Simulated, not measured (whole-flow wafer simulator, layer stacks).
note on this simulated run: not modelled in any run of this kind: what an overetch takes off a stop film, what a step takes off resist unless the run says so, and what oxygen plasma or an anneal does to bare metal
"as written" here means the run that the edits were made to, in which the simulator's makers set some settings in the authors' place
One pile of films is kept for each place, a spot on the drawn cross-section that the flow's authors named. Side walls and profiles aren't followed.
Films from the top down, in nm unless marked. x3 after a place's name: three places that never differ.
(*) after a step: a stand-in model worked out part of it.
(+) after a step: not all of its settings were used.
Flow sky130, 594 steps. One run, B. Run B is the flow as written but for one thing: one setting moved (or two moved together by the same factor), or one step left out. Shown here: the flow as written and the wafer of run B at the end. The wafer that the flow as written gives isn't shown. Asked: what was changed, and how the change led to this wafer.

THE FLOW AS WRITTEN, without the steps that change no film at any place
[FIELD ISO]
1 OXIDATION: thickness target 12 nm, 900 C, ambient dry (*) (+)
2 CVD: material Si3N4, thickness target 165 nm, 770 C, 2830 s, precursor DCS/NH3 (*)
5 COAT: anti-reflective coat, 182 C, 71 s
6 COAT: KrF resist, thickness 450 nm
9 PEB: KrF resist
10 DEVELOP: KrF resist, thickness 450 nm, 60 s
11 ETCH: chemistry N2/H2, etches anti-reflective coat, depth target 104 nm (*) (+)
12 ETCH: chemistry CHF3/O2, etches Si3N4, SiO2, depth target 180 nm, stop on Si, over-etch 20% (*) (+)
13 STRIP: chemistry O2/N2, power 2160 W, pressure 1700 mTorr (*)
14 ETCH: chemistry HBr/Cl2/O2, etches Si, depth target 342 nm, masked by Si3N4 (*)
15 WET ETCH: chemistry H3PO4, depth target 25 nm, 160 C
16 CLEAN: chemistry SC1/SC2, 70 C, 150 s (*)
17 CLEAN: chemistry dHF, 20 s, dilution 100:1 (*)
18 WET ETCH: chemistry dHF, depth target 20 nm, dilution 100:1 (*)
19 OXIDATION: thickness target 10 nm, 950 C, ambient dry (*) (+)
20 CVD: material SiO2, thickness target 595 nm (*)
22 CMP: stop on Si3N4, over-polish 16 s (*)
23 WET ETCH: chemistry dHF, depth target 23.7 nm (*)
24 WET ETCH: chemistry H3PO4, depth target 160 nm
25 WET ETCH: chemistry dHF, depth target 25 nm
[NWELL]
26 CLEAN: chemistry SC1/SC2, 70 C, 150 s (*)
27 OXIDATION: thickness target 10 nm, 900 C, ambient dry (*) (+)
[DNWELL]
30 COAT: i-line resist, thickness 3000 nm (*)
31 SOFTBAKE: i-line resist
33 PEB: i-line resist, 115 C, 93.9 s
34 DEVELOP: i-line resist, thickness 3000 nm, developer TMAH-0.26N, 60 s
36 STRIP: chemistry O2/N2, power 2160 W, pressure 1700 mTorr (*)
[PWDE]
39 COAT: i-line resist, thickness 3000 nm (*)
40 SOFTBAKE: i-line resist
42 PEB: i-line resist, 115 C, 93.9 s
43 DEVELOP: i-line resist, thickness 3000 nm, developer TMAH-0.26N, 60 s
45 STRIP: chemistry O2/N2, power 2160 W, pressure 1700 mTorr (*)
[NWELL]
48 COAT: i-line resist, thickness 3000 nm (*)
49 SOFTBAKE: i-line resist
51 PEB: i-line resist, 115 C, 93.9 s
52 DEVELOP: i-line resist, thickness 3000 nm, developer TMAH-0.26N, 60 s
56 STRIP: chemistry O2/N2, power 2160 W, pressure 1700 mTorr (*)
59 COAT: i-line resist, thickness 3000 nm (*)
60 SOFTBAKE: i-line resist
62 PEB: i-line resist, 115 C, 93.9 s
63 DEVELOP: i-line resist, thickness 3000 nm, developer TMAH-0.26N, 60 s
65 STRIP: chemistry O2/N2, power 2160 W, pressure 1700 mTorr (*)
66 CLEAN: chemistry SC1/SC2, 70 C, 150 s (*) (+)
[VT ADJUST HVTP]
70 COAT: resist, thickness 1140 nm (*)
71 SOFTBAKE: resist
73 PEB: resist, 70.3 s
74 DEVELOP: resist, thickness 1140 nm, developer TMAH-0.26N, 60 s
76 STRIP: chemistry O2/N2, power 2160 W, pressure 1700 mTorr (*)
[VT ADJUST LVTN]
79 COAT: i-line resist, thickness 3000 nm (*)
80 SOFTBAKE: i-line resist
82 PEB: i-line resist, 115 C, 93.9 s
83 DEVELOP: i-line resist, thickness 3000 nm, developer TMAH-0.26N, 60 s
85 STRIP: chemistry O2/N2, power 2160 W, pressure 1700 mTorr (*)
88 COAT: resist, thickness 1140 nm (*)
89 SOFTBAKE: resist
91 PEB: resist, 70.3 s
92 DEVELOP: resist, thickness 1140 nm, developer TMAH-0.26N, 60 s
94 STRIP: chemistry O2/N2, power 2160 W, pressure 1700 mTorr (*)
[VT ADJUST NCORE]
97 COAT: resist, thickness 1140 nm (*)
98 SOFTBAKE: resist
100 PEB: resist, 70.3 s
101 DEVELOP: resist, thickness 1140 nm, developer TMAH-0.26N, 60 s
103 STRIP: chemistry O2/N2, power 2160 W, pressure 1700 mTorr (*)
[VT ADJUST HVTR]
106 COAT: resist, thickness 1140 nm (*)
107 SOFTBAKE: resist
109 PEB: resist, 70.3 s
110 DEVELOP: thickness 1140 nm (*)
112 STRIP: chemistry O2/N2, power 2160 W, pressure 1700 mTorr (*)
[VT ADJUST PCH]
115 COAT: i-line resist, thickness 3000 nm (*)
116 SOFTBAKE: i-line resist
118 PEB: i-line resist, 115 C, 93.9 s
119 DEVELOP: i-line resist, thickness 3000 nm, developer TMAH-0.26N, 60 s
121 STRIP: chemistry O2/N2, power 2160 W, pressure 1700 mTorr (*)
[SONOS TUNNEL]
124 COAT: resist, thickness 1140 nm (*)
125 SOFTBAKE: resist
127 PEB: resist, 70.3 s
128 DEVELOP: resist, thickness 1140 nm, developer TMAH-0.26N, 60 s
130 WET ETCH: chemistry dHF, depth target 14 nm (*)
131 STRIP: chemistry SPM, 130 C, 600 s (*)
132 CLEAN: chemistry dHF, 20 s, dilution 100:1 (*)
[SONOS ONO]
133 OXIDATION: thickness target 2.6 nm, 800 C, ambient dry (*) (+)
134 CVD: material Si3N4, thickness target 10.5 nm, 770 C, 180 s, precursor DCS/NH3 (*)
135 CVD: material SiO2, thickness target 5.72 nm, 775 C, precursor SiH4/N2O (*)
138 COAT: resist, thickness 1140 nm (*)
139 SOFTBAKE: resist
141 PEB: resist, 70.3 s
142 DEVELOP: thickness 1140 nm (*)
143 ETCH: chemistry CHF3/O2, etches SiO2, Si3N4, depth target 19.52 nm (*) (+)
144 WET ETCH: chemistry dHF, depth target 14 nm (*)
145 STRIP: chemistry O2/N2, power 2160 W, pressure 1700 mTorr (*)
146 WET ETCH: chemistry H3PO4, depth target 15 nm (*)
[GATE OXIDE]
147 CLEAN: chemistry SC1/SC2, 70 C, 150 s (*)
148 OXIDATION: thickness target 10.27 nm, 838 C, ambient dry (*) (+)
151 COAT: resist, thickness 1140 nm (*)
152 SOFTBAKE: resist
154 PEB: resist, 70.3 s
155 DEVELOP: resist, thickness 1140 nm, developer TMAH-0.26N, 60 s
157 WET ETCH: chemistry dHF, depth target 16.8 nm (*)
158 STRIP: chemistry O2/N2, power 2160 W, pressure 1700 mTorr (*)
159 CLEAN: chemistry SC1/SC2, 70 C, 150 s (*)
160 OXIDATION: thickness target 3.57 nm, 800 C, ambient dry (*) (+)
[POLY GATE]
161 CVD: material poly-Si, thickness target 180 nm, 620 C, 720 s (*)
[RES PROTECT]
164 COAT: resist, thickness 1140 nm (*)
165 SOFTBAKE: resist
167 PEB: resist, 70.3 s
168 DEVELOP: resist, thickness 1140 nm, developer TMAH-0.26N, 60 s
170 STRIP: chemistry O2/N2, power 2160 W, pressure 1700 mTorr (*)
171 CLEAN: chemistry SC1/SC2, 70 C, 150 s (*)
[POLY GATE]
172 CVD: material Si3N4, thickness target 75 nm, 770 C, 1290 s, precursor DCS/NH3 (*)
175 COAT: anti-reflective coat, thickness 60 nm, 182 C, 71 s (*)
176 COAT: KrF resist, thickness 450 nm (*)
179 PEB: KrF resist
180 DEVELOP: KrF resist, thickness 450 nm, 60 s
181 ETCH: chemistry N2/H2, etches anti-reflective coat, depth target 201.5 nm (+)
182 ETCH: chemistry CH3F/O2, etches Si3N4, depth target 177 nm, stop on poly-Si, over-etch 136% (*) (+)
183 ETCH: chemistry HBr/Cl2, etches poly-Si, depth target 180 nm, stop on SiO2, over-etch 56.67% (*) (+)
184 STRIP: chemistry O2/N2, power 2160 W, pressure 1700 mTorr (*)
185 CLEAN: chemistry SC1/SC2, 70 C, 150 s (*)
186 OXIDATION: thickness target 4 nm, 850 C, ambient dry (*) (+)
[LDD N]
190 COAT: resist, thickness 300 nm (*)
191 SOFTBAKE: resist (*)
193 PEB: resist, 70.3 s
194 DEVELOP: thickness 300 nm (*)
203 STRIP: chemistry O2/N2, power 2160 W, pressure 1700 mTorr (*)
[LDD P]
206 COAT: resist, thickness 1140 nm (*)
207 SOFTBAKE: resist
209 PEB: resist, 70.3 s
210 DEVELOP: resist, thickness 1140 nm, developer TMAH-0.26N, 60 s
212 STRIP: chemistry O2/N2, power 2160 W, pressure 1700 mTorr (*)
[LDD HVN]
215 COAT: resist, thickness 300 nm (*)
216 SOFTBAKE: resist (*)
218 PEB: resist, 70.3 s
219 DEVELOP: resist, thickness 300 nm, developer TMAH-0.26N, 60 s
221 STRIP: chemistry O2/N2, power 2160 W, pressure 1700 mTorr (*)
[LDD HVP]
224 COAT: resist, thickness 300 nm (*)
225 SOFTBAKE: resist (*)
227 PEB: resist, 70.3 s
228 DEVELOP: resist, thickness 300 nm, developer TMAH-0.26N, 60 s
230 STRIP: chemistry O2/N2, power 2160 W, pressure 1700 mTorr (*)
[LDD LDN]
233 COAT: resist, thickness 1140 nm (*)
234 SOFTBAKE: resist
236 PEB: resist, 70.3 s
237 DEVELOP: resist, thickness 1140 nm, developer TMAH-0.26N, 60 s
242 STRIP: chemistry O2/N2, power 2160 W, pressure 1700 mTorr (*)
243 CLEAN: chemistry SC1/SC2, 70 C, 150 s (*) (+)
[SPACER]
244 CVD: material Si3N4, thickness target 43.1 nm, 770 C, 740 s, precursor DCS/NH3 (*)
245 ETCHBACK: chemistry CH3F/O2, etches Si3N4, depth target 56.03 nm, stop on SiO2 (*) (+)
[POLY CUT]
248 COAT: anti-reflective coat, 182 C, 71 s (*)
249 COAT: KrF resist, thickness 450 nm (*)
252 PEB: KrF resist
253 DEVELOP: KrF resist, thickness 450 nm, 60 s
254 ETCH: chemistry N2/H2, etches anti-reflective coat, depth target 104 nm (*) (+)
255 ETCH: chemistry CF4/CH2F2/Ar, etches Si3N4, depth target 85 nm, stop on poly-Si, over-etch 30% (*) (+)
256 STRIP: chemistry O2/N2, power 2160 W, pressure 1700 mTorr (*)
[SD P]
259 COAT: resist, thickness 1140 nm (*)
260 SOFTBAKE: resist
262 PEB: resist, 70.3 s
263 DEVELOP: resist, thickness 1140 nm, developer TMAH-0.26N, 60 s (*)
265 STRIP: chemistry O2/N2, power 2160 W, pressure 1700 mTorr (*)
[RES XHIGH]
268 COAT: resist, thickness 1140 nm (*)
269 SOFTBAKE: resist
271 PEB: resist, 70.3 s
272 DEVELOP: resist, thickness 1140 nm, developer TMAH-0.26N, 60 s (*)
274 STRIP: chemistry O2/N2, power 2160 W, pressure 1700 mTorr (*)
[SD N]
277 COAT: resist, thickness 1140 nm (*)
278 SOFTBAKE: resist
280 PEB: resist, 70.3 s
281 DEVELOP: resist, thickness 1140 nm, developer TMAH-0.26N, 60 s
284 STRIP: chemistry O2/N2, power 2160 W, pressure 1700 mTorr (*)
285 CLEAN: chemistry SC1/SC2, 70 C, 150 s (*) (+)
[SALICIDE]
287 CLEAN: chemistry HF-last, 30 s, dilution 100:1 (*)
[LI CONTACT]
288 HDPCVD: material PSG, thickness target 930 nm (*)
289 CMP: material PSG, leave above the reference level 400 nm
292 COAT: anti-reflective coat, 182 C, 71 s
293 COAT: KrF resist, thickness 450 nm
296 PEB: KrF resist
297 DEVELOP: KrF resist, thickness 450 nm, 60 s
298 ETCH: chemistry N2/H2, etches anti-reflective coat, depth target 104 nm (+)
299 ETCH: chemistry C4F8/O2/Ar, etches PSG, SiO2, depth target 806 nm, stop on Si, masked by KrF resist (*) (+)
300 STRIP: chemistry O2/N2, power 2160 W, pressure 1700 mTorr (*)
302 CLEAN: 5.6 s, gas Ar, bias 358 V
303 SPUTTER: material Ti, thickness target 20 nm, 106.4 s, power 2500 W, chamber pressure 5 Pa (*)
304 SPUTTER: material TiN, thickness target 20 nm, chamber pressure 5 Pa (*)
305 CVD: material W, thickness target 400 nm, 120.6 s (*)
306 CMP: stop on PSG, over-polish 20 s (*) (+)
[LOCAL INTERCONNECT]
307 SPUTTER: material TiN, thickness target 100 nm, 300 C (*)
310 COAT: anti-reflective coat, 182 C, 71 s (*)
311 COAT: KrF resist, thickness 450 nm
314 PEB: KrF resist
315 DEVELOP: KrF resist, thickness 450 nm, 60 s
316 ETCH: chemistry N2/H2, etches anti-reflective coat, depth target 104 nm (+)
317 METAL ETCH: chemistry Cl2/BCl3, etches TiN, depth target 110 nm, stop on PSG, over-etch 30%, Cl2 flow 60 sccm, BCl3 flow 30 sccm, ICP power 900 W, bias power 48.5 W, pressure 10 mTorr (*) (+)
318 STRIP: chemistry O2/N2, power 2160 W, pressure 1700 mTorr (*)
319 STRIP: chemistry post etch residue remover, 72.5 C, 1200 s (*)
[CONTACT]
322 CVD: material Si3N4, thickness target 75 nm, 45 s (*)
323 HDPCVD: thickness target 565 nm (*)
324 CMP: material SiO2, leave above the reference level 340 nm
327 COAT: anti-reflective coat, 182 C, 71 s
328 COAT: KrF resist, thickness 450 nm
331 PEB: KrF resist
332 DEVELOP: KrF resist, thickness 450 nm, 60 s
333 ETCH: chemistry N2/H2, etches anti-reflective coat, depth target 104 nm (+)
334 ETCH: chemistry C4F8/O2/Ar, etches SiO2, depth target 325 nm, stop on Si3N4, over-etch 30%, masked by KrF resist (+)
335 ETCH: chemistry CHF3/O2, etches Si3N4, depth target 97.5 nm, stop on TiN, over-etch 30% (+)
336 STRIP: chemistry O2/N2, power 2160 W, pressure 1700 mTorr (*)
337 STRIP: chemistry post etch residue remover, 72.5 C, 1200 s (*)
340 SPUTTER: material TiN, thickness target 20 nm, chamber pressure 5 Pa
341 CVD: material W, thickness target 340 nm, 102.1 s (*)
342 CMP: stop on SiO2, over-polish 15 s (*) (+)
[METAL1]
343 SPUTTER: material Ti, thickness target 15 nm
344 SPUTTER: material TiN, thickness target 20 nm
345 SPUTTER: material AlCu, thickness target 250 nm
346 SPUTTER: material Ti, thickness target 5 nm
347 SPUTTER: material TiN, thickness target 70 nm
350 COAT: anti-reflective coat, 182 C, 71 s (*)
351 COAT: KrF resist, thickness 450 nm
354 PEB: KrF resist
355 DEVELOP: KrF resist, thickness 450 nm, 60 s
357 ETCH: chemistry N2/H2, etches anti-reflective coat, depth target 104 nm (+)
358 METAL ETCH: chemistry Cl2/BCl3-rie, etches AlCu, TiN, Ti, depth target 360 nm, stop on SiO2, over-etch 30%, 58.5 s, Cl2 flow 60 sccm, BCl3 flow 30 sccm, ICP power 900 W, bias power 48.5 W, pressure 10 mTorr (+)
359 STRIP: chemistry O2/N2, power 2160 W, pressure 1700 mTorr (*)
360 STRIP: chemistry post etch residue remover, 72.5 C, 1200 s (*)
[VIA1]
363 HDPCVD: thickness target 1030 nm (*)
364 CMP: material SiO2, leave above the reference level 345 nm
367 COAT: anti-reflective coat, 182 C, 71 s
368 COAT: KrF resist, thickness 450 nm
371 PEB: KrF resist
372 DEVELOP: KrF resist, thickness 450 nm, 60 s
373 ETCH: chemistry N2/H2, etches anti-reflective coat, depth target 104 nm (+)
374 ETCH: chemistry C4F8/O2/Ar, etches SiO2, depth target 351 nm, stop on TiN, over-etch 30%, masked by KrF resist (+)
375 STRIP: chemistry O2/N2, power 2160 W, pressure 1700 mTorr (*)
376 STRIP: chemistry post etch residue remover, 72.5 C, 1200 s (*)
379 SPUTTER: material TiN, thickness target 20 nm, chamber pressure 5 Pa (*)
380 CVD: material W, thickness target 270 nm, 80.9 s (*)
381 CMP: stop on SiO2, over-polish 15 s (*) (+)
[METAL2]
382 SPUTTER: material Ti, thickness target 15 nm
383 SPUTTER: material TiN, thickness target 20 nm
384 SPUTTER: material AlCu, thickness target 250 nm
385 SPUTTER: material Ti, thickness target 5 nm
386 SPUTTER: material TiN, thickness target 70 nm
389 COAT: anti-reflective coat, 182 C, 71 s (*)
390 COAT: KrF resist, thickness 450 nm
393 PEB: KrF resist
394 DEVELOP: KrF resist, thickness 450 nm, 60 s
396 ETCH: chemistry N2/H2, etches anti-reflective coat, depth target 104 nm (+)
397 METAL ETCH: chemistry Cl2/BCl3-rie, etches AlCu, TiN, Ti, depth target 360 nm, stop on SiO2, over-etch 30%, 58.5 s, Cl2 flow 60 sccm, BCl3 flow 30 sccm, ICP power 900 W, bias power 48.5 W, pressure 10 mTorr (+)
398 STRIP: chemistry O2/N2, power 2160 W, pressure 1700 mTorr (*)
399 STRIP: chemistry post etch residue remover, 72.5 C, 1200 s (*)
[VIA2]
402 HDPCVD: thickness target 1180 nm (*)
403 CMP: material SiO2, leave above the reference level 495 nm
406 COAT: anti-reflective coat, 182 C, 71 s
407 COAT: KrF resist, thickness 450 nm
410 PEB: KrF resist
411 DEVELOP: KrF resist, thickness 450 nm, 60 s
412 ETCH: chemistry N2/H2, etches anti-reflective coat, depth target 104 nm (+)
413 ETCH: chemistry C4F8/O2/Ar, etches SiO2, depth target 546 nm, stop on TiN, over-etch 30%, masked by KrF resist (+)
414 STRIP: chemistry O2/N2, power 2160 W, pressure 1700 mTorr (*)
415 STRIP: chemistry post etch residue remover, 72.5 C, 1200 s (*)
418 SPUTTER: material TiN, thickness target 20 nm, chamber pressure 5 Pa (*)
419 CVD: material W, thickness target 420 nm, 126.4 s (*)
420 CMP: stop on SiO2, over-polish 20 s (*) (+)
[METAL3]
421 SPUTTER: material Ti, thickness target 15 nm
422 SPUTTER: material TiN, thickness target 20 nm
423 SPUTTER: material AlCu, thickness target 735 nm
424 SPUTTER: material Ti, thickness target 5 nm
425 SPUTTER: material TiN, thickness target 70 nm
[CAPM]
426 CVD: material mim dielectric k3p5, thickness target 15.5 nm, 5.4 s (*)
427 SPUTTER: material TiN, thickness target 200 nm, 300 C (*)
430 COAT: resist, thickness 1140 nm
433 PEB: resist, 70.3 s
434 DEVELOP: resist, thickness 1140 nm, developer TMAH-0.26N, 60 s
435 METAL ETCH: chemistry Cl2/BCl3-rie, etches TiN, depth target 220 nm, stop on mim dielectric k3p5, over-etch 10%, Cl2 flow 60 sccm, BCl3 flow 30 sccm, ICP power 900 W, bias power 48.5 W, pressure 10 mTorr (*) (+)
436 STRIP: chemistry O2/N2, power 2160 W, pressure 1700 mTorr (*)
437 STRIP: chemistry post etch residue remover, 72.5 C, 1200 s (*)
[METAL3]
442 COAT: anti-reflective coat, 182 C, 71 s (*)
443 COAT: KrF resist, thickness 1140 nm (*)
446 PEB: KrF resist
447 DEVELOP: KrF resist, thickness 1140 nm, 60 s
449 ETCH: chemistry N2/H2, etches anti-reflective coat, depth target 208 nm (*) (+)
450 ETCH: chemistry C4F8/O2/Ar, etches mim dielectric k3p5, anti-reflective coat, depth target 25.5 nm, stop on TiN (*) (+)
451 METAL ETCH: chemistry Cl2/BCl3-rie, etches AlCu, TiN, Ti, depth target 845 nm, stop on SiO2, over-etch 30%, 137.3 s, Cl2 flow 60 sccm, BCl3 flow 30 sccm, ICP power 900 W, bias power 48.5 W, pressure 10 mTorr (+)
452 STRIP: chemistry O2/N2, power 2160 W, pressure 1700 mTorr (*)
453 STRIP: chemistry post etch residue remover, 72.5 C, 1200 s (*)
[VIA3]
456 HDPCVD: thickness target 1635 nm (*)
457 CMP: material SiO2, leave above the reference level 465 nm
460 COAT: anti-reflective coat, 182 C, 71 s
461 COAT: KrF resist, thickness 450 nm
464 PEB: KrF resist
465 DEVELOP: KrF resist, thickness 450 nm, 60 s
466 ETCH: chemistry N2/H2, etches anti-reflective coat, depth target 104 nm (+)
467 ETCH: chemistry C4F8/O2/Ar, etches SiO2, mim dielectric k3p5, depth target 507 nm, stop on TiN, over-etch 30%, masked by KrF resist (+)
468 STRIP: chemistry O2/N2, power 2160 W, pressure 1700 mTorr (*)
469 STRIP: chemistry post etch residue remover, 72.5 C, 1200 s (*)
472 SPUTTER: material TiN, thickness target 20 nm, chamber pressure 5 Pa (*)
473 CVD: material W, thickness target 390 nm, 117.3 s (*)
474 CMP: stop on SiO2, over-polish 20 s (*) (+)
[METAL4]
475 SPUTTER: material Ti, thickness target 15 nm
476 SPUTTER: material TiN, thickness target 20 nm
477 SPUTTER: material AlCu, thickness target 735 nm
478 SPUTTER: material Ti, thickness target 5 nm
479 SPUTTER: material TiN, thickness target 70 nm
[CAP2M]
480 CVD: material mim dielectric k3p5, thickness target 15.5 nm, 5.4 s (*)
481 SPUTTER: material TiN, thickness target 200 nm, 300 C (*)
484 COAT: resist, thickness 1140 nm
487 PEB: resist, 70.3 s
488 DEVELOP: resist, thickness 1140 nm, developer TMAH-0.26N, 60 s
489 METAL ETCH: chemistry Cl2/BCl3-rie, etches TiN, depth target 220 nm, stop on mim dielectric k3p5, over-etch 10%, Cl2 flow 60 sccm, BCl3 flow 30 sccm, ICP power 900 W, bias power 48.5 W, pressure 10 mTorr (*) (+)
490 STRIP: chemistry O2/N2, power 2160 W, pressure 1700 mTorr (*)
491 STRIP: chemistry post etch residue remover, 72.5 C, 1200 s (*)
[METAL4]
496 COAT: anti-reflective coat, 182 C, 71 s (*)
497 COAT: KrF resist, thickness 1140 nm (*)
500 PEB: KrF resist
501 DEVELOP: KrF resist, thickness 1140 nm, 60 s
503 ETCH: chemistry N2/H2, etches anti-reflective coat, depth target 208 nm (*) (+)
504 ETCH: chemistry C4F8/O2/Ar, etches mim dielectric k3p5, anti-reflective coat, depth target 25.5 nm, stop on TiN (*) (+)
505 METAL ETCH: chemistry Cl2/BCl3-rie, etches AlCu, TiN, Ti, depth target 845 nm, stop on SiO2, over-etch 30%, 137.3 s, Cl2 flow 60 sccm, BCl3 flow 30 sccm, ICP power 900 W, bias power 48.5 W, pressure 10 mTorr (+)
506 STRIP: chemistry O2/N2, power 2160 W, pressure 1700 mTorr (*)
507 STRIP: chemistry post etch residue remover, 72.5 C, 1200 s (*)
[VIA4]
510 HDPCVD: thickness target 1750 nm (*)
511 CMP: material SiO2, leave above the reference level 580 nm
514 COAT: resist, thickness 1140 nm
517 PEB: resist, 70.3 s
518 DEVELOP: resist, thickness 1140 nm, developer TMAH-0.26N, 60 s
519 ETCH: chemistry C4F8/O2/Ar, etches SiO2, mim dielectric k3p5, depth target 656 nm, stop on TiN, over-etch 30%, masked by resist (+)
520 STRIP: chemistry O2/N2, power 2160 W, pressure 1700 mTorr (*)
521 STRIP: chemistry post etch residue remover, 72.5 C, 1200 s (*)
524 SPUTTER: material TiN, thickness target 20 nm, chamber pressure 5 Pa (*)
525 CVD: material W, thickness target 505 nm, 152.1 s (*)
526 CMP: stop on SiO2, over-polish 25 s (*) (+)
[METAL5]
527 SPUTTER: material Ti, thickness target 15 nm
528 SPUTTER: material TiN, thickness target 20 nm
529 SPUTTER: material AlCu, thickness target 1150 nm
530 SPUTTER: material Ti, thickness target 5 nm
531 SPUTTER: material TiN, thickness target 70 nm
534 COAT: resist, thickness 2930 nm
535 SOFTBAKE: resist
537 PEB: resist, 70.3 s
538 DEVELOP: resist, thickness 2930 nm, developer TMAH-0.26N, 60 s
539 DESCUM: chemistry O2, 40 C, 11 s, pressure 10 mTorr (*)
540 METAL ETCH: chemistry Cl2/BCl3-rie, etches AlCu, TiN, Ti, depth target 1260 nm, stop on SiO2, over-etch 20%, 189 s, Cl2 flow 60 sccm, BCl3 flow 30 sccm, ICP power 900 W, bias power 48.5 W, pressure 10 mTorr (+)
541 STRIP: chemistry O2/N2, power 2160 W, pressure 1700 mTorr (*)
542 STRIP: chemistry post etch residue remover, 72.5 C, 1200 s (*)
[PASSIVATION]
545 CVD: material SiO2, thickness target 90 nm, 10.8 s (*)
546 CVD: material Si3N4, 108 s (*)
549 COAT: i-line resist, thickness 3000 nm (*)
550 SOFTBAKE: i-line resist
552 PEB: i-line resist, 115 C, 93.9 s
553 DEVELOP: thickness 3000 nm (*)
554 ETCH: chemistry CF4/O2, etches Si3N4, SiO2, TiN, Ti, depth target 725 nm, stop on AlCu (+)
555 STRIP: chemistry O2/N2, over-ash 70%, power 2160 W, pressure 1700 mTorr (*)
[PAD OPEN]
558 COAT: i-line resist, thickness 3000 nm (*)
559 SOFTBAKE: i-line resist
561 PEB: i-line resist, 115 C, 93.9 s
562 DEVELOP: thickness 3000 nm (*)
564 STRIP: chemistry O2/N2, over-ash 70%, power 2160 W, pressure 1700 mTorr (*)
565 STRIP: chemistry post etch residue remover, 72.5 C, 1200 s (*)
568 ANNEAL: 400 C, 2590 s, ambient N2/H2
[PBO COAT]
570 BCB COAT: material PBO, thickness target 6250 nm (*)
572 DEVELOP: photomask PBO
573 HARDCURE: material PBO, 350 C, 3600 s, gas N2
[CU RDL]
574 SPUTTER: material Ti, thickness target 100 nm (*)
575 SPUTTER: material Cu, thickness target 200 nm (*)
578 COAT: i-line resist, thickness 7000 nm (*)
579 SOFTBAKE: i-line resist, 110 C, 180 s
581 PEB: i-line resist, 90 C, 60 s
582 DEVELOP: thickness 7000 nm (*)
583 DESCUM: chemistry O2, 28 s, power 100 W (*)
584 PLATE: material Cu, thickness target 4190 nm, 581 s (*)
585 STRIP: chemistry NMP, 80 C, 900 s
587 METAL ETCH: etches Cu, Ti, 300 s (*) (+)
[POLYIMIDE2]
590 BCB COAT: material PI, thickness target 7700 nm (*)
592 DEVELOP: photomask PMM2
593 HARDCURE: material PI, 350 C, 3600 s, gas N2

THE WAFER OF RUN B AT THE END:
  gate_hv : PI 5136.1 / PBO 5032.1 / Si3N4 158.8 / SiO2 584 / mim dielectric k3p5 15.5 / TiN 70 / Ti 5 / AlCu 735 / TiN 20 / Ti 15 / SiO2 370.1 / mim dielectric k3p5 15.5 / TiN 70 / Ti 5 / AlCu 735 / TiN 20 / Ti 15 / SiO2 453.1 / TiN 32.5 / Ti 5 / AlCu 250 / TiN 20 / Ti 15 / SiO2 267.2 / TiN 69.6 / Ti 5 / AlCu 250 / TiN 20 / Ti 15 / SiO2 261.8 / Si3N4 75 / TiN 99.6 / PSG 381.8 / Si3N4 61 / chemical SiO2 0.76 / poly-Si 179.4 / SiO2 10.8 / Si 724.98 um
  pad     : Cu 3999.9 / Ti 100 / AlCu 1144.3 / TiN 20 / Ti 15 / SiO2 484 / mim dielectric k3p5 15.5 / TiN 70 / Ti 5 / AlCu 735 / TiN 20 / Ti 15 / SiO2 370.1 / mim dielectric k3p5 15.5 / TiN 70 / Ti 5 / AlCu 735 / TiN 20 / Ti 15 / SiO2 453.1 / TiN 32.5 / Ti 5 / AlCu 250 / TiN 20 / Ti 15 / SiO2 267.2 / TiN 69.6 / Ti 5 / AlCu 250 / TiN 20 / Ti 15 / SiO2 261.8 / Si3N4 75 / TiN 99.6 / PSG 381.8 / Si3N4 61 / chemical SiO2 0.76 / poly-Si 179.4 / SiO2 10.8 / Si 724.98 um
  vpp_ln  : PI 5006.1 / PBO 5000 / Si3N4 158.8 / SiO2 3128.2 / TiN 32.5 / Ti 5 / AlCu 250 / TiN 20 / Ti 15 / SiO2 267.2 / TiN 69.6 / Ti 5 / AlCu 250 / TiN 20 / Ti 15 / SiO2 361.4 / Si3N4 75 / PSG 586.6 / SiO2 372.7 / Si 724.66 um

The cause: step 386, SPUTTER: thickness target 32.9 nm was run, where the flow has thickness target 70 nm.

How the change led to this, step by step:
  386 SPUTTER: material TiN, thickness target 70 nm
      field, active, n_well and 188 more: TiN +32.9 (new film) (as written it would be: TiN +70 (new film))
  397 METAL ETCH: chemistry Cl2/BCl3-rie, etches AlCu, TiN, Ti, depth target 360 nm, stop on SiO2, over-etch 30%, 58.5 s, Cl2 flow 60 sccm, BCl3 flow 30 sccm, ICP power 900 W, bias power 48.5 W, pressure 10 mTorr (+)
      field, active, gate and 82 more: TiN -31.6 (all of it), Ti -5 (all of it), AlCu -250 (all of it), TiN -20 (all of it), Ti -15 (all of it), SiO2 -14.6 (as written it would be: TiN -68.7 (all of it), Ti -5 (all of it), AlCu -250 (all of it), TiN -20 (all of it), Ti -15 (all of it), SiO2 -10.9)
  403 CMP: material SiO2, leave above the reference level 495 nm
      n_well, p_well, gate_hv and 101 more: SiO2 -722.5 (as written it would be: SiO2 -759.6)
      m1, via1_hole: SiO2 -722 (as written it would be: SiO2 -759.1)
  413 ETCH: chemistry C4F8/O2/Ar, etches SiO2, depth target 546 nm, stop on TiN, over-etch 30%, masked by KrF resist (+)
      m1: SiO2 -457.4 (all of it) (as written it would be: SiO2 -420.3 (all of it))
      via2_hole: SiO2 -456.9 (all of it) (as written it would be: SiO2 -419.8 (all of it))
  418 SPUTTER: material TiN, thickness target 20 nm, chamber pressure 5 Pa (*)
      via2_hole: TiN +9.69 (as written it would be: TiN +10.2)
  419 CVD: material W, thickness target 420 nm, 126.4 s (*)
      m1: W +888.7 (new film) (as written it would be: W +851.1 (new film))
      via2_hole: W +888.3 (new film) (as written it would be: W +850.7 (new film))
